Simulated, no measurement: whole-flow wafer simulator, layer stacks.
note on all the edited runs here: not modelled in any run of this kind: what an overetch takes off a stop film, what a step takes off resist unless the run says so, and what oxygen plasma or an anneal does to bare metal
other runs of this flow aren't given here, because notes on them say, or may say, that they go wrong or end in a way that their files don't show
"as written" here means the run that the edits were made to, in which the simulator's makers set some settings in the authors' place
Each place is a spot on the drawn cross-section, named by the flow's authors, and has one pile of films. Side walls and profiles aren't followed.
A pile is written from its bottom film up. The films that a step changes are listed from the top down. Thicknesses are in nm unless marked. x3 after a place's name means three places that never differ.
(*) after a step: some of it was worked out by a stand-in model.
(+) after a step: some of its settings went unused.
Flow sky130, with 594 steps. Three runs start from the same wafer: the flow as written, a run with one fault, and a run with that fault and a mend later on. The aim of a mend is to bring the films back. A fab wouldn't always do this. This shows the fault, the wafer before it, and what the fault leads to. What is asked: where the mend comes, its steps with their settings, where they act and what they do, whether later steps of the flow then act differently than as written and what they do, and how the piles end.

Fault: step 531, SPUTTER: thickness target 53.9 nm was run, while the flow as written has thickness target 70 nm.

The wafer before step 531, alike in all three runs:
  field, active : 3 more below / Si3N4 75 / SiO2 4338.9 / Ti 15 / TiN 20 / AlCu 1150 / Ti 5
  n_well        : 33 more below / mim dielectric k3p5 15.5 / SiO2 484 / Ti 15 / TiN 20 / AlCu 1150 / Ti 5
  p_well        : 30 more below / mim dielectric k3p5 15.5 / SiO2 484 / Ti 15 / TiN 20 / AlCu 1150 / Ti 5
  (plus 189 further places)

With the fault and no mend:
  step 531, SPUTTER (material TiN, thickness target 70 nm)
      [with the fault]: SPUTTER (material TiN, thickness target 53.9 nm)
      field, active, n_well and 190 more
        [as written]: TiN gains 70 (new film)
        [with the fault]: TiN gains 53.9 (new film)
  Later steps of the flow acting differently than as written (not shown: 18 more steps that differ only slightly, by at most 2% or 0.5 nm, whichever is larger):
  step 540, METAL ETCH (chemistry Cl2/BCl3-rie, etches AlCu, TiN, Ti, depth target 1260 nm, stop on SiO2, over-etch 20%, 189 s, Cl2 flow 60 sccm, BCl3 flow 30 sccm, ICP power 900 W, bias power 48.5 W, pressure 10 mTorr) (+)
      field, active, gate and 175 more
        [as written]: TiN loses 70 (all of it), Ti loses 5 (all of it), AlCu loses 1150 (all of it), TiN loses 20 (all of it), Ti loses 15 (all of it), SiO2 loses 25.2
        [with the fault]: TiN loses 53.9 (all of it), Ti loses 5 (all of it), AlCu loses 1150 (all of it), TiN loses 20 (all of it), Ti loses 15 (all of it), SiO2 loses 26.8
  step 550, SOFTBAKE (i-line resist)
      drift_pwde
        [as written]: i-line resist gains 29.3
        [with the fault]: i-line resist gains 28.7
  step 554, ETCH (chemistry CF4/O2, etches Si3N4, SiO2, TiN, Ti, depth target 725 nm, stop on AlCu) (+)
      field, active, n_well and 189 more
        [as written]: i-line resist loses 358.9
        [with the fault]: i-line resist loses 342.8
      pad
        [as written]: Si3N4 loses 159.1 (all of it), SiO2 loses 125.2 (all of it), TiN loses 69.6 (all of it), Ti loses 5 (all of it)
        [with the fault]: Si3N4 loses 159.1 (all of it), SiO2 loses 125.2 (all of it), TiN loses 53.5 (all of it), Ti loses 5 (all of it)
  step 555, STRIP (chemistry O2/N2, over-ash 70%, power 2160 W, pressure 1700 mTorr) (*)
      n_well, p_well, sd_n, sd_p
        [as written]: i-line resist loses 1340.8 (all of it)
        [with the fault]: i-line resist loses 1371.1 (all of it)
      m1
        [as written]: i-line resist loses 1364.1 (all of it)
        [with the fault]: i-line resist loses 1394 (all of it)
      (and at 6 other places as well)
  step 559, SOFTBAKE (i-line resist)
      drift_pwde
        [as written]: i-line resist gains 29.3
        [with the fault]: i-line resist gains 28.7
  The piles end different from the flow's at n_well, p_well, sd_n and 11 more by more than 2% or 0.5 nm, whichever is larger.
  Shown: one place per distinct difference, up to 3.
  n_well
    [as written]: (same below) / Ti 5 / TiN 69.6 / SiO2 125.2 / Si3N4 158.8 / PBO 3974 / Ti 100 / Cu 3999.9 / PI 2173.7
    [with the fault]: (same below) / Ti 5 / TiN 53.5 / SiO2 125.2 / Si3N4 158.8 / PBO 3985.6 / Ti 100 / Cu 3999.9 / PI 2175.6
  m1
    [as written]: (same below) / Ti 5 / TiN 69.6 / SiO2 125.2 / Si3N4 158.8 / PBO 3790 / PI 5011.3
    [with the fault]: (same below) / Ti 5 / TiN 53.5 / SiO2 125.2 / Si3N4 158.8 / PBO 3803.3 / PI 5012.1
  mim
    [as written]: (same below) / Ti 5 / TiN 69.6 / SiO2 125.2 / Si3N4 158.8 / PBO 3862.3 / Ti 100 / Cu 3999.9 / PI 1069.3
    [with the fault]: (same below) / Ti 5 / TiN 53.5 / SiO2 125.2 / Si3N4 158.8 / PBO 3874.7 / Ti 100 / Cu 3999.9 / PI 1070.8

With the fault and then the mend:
  The mend follows step 538.
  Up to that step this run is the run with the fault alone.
  step 538a, STRIP (chemistry O2/N2, power 2160 W, pressure 1700 mTorr) (*)
      n_well, p_well, sd_n and 9 more
        resist loses 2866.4 (all of it)
      m1, via4_hole
        resist loses 2868.5 (all of it)
      via4_enc
        resist loses 2866.3 (all of it)
  step 538b, SPUTTER (material TiN, thickness target 16.1 nm) (the flow's step 531, run once more with other settings)
      field, active, n_well and 190 more
        TiN gains 16.1
  step 538c, HMDS (120 C, 60 s) (the flow's step 533, run once more)
      alters no film at any place that is followed
  step 538d, COAT (resist, thickness 2930 nm) (the flow's step 534, run once more)
      n_well, p_well, gate_hv and 172 more
        resist gains 2930 (new film)
      field, active, gate and 13 more
        resist gains 2929.9 (new film)
      m1, via4_hole
        resist gains 2932.1 (new film)
  step 538e, SOFTBAKE (resist) (the flow's step 535, run once more)
      field, active, gate, spacer, m1, sonos_cell, sonos_guard, sonos_guard_hv
        resist gains 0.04
      nwell_res
        resist gains 0.03
      pplus_nw
        resist gains 0.02
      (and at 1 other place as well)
  step 538f, EXPOSE (photomask MM5, dose 309.9 mJ/cm2, NA 0.6, wavelength 365 nm) (*) (the flow's step 536, run once more)
      alters no film at any place that is followed
  step 538g, PEB (resist, 70.3 s) (the flow's step 537, run once more)
      field, active, n_well and 188 more
        resist loses 63.6
      m1, via4_hole
        resist loses 63.7
  step 538h, DEVELOP (resist, thickness 2930 nm, developer TMAH-0.26N, 60 s) (the flow's step 538, run once more)
      field, active, gate and 168 more
        resist loses 2866.4 (all of it)
      via1_hole, via1_enc, via2_hole, via2_enc, via3_hole, via3_enc, via_li1
        resist loses 2866.3 (all of it)
  Later steps of the flow that are run all act as written at every place that is followed.
  At every place that both follow, the piles at the end match the flow's.
